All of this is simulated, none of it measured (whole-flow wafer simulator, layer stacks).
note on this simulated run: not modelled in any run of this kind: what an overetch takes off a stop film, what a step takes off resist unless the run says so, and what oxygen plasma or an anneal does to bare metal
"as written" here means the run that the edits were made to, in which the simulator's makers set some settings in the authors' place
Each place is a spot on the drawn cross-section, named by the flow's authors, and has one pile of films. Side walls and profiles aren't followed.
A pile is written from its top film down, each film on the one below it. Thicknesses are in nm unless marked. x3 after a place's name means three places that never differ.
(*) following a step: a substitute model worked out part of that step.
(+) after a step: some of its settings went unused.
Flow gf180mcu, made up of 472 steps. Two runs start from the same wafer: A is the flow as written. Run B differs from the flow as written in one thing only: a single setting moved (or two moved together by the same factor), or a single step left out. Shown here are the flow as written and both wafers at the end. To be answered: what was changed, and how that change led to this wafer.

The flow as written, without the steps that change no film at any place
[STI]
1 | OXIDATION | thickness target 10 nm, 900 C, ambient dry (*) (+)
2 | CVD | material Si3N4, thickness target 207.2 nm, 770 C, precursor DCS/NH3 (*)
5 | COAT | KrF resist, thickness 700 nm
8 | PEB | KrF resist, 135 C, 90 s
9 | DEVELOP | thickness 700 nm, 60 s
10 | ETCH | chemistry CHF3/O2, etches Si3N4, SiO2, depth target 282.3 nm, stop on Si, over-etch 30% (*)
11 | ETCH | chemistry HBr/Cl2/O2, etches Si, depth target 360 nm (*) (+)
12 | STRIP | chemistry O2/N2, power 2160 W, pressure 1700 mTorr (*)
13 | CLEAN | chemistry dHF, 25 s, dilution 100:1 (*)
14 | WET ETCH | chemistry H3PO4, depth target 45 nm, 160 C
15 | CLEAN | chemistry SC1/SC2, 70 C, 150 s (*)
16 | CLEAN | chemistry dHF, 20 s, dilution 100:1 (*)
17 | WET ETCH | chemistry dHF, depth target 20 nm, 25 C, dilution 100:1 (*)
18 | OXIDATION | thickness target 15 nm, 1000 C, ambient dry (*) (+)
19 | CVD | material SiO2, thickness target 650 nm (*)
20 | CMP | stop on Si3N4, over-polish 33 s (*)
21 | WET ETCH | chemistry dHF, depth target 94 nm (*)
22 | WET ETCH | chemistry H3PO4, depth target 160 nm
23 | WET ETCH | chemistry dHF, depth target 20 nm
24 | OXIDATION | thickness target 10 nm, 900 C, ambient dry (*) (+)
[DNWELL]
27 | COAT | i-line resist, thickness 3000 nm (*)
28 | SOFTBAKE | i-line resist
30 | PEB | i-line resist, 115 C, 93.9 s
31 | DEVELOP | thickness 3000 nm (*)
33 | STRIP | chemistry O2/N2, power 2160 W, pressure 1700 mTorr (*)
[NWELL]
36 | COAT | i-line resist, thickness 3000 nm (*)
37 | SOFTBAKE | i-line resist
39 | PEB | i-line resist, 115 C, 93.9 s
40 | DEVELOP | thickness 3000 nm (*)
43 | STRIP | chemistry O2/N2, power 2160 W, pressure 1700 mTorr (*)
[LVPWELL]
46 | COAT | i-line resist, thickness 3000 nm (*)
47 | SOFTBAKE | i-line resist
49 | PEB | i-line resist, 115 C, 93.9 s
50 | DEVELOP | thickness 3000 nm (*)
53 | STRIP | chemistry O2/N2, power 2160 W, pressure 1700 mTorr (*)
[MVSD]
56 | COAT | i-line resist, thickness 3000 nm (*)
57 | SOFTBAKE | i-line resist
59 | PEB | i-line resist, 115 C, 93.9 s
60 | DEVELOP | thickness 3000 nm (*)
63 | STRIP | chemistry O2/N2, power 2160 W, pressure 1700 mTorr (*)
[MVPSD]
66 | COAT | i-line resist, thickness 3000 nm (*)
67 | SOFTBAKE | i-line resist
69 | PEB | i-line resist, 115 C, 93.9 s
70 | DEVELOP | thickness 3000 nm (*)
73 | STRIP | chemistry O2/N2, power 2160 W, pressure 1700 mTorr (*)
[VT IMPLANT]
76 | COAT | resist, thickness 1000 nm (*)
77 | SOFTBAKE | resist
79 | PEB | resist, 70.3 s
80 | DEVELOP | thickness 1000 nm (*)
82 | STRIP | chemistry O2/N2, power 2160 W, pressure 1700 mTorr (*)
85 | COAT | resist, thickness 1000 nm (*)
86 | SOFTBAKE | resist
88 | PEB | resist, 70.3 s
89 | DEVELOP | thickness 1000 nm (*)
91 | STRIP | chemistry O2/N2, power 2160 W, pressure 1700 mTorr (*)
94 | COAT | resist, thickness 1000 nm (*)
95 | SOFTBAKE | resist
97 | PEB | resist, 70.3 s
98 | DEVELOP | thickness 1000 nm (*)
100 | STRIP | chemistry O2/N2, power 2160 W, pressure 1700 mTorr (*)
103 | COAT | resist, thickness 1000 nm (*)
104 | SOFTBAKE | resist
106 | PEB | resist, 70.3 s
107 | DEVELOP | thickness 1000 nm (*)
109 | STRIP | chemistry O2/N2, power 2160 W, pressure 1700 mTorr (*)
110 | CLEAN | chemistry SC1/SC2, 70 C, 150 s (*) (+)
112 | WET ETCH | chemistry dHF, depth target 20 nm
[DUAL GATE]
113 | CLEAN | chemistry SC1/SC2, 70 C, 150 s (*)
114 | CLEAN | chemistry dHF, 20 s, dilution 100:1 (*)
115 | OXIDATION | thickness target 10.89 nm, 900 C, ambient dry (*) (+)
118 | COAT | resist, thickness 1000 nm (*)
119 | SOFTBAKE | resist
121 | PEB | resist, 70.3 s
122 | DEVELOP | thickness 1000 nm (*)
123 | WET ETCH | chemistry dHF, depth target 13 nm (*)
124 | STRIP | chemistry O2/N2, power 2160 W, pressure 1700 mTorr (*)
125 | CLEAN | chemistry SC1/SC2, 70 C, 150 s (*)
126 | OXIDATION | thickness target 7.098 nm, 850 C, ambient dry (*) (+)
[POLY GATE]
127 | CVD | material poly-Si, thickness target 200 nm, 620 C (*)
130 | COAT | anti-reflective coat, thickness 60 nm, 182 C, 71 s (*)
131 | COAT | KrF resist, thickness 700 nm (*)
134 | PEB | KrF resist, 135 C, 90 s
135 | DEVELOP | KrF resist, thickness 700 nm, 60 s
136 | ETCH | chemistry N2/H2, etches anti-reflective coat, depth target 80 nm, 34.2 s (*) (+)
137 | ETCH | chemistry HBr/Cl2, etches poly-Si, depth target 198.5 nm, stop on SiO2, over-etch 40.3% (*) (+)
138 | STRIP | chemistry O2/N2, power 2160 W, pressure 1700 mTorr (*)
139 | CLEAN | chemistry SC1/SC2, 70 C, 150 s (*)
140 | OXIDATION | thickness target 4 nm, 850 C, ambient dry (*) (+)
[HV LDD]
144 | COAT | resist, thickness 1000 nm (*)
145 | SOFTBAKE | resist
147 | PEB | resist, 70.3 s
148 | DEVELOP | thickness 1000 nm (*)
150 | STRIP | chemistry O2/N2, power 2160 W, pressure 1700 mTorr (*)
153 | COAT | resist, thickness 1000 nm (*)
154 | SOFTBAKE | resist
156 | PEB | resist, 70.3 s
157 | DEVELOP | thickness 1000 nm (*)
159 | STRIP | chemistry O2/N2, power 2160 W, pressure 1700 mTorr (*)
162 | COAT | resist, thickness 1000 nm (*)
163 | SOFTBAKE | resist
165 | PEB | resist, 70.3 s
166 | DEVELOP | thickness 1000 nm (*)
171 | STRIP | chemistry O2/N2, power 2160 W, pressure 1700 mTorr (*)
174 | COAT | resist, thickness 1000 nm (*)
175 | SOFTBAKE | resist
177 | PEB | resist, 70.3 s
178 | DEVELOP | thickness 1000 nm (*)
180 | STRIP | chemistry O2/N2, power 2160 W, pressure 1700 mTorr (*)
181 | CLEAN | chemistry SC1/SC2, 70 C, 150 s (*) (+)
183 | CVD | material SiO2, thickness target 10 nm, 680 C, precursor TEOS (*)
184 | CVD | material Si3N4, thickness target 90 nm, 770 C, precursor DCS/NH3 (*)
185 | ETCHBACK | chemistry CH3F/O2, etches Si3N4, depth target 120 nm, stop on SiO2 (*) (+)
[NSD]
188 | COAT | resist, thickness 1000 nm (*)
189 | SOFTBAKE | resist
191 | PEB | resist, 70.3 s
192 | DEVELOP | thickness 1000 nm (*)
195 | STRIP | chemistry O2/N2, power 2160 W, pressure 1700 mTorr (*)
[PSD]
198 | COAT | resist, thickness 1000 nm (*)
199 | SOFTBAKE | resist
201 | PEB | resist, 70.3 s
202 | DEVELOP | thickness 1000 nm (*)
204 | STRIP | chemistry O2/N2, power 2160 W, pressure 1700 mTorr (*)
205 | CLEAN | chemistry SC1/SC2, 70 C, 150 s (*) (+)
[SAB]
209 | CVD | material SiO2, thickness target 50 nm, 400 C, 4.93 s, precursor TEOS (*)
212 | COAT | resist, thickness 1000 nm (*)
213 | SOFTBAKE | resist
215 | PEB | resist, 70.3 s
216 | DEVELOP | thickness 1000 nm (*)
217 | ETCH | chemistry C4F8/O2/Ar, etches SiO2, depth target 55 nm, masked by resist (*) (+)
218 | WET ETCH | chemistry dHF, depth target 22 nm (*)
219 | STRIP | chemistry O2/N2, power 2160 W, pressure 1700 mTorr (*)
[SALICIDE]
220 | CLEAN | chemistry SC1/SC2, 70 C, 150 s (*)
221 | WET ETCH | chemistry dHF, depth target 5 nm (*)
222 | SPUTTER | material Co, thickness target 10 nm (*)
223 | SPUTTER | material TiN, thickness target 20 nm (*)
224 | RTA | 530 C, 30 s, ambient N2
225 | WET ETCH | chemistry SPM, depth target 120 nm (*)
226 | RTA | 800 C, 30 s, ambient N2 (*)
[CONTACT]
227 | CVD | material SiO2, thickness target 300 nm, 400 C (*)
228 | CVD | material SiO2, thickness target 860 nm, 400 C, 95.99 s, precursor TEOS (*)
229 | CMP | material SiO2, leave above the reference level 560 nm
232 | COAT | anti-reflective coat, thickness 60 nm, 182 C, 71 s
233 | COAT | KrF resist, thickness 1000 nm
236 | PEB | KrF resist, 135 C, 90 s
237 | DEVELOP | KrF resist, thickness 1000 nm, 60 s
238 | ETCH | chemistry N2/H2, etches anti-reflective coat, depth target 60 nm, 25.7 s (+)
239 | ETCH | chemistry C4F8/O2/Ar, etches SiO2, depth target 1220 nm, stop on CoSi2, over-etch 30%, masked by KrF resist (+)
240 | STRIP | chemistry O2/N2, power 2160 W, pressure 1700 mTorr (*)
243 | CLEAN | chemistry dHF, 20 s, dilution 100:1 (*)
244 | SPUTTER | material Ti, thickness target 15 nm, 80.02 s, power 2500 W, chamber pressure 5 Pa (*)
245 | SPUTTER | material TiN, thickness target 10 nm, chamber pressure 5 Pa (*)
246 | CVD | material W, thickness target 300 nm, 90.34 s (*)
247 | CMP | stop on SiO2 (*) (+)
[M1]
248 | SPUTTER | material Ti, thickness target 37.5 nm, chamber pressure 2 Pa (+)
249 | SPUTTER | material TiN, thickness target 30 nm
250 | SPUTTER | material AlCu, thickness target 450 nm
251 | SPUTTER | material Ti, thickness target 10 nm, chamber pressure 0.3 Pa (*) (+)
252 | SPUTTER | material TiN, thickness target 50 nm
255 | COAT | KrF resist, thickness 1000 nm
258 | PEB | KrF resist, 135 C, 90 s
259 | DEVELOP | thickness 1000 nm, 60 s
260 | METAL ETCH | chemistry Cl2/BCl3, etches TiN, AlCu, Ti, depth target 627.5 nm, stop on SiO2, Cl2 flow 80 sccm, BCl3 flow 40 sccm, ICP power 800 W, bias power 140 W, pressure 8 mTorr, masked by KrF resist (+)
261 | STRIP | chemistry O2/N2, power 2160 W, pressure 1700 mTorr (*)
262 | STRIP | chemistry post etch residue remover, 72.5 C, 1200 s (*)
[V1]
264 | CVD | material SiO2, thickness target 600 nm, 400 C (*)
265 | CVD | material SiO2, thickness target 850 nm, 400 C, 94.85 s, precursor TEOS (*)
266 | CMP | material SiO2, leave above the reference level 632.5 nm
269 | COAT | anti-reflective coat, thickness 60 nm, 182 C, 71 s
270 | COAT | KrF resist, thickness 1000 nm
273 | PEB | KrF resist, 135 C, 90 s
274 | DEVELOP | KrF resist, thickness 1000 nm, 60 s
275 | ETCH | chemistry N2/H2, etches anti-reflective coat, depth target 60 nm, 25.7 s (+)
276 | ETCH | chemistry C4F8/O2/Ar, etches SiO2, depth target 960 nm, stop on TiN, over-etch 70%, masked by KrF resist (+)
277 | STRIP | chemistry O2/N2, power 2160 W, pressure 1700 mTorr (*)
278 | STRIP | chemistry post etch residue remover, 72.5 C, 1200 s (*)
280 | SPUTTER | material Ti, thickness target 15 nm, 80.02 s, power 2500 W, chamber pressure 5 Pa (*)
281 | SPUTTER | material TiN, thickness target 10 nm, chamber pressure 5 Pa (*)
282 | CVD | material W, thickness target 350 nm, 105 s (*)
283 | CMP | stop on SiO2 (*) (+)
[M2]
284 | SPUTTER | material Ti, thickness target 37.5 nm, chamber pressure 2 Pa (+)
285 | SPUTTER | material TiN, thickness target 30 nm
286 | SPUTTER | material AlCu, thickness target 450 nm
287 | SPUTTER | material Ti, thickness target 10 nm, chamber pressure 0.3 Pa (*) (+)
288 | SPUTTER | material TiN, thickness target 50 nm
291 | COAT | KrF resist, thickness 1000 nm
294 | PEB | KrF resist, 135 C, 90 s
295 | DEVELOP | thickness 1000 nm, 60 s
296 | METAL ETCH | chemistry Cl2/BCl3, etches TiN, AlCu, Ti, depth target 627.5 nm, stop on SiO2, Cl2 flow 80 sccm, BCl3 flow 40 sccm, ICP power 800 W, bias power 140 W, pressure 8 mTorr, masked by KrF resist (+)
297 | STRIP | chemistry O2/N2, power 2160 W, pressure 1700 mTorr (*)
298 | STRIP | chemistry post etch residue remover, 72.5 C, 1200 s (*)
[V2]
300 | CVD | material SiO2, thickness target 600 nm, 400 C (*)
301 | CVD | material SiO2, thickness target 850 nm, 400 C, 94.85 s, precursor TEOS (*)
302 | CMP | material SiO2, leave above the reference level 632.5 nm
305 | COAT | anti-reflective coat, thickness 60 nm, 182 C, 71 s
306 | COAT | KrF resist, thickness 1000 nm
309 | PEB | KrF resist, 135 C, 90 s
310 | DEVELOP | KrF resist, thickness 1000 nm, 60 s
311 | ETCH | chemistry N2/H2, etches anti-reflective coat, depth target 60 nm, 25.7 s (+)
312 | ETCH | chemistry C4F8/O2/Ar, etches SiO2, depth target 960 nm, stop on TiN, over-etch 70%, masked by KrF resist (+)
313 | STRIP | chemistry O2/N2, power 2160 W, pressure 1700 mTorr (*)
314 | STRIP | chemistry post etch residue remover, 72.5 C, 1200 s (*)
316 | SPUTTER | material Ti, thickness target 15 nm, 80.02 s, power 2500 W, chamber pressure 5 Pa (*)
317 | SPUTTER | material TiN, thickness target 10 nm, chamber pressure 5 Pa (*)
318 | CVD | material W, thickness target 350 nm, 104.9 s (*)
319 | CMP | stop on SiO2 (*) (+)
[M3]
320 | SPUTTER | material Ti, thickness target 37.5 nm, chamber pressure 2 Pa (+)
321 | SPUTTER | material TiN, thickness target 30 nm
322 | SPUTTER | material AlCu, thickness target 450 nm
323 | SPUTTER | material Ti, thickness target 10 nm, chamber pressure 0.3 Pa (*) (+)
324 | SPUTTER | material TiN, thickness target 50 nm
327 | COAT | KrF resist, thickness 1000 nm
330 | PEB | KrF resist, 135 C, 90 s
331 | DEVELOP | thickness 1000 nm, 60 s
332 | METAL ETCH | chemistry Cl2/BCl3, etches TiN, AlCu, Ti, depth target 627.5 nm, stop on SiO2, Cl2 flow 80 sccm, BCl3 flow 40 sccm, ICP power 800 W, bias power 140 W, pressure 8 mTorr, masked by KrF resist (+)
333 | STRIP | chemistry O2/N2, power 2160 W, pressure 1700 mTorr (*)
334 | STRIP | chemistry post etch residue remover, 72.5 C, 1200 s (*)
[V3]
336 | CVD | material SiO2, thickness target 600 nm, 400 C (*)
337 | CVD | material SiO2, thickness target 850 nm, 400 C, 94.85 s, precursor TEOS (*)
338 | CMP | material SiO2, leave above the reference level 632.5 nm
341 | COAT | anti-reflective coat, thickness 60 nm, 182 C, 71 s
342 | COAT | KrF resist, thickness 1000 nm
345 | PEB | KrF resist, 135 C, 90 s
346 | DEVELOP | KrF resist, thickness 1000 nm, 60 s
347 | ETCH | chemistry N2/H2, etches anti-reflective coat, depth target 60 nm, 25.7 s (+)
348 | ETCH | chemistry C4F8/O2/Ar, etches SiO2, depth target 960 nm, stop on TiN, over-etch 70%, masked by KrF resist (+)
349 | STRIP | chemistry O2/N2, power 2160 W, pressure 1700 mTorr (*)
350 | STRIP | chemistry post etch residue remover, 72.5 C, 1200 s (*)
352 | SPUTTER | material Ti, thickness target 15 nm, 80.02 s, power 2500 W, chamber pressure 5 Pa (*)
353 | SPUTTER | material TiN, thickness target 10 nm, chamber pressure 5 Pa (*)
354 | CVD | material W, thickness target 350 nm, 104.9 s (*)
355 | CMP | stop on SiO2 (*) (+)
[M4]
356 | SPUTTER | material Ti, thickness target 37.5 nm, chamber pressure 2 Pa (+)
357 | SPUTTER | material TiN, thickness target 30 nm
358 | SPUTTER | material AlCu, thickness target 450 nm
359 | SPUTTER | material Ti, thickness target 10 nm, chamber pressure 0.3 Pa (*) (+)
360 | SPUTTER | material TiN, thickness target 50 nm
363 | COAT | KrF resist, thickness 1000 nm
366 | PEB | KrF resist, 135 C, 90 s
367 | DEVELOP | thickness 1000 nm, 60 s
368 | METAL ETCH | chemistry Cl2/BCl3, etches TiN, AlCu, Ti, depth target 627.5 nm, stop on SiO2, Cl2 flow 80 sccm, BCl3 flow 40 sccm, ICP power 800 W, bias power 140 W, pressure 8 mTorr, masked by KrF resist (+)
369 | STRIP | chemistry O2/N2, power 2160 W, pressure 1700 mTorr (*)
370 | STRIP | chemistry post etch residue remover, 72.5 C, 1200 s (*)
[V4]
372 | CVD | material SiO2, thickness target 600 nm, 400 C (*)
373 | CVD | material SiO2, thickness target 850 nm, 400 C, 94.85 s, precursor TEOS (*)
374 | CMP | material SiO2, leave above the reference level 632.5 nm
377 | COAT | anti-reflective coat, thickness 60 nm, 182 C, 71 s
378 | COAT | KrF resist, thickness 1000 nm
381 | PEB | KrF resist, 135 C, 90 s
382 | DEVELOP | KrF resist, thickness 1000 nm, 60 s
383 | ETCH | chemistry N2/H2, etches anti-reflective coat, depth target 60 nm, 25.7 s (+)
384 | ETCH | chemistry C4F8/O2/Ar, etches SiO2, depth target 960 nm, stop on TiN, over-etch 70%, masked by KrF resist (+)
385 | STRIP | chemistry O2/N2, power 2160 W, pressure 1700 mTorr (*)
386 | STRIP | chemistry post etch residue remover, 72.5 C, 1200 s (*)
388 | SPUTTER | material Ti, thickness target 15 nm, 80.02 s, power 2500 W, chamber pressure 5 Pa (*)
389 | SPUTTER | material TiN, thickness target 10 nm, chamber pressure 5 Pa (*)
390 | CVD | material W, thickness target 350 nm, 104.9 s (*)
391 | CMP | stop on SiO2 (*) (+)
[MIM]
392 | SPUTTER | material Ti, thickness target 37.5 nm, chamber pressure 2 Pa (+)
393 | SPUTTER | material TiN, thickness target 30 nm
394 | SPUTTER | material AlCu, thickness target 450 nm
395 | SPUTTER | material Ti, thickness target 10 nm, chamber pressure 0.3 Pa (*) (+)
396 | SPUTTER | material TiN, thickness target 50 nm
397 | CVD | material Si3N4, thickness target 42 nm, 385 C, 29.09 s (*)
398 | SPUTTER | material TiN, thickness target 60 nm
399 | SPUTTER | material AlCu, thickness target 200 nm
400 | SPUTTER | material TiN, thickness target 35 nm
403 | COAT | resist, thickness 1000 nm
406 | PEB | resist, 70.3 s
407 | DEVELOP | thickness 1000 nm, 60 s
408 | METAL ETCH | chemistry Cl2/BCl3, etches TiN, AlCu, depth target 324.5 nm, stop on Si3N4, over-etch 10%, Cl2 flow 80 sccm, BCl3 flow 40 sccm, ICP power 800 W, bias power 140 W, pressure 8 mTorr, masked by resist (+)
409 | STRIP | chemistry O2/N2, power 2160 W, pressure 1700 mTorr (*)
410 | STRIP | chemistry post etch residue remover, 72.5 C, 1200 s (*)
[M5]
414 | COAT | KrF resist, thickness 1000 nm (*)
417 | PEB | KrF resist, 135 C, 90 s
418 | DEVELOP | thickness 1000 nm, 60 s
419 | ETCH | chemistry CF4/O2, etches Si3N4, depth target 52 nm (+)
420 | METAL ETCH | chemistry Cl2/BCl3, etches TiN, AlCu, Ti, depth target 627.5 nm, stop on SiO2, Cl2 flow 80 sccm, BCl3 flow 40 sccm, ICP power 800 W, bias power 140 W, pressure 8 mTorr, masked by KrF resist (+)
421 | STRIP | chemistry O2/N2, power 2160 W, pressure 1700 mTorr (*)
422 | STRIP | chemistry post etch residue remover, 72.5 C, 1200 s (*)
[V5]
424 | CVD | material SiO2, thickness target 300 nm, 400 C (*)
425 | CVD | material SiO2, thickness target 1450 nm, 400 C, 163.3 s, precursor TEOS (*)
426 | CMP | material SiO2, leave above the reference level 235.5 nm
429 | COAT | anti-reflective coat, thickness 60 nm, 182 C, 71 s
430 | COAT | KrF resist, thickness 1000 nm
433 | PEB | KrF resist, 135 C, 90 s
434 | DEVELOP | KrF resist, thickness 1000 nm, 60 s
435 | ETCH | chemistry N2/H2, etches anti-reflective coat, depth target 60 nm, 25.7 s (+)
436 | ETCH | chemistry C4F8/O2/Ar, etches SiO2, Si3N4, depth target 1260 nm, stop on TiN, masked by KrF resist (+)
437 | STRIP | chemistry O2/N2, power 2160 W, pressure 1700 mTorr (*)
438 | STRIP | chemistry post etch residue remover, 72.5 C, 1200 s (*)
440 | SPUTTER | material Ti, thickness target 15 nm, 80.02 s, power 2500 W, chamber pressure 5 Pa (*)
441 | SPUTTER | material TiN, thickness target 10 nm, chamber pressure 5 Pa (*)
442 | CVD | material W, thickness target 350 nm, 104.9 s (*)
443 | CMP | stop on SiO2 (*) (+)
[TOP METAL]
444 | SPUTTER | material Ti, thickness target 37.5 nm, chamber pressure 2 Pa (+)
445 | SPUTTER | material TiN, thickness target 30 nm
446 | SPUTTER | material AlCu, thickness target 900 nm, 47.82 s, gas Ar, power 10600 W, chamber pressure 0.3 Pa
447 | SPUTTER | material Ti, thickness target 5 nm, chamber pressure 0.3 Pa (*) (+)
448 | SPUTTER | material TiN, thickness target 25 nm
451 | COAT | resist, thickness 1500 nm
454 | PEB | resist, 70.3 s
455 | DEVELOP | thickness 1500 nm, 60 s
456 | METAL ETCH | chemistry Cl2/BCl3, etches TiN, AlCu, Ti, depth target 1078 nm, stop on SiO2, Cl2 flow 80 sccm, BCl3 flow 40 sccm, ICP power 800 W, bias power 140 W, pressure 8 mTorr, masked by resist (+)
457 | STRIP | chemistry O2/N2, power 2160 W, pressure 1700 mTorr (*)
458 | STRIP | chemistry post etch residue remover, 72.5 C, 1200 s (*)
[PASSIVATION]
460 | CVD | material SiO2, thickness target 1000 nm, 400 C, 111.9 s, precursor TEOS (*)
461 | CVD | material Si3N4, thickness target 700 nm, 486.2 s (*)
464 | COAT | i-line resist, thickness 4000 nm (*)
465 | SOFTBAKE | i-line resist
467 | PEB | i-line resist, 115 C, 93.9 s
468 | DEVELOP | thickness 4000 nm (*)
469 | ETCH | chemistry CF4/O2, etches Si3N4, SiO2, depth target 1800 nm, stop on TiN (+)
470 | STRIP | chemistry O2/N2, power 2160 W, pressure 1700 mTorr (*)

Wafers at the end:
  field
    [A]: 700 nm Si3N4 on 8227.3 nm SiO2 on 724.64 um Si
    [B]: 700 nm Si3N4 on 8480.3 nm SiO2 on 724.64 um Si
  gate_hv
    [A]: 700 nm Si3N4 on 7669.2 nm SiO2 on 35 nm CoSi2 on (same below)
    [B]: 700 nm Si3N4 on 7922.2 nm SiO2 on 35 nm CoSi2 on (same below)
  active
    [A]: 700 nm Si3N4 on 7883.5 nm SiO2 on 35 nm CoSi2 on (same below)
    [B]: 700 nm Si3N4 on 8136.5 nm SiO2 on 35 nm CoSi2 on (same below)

The reason: step 374, CMP: leave above the reference level 885.5 nm was run, though the flow has leave above the reference level 632.5 nm.

Step by step, how the change led to this:
  374 | CMP | material SiO2, leave above the reference level 632.5 nm
      field, field__w1, field__w2 and 103 more: A SiO2 loses 300 | B SiO2 loses 47
      field__w8, contact, m1, m1__w1, m1_nw: A SiO2 loses 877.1 | B SiO2 loses 624.1
  384 | ETCH | chemistry C4F8/O2/Ar, etches SiO2, depth target 960 nm, stop on TiN, over-etch 70%, masked by KrF resist (+)
      contact: A SiO2 loses 572.5 (all of it) | B SiO2 loses 825.5 (all of it)
  388 | SPUTTER | material Ti, thickness target 15 nm, 80.02 s, power 2500 W, chamber pressure 5 Pa (*)
      contact: A Ti gains 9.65 (new film) | B Ti gains 8.34 (new film)
  389 | SPUTTER | material TiN, thickness target 10 nm, chamber pressure 5 Pa (*)
      contact: A TiN gains 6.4 (new film) | B TiN gains 5.52 (new film)
  390 | CVD | material W, thickness target 350 nm, 104.9 s (*)
      contact: A W gains 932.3 (new film) | B W gains 1187.5 (new film)
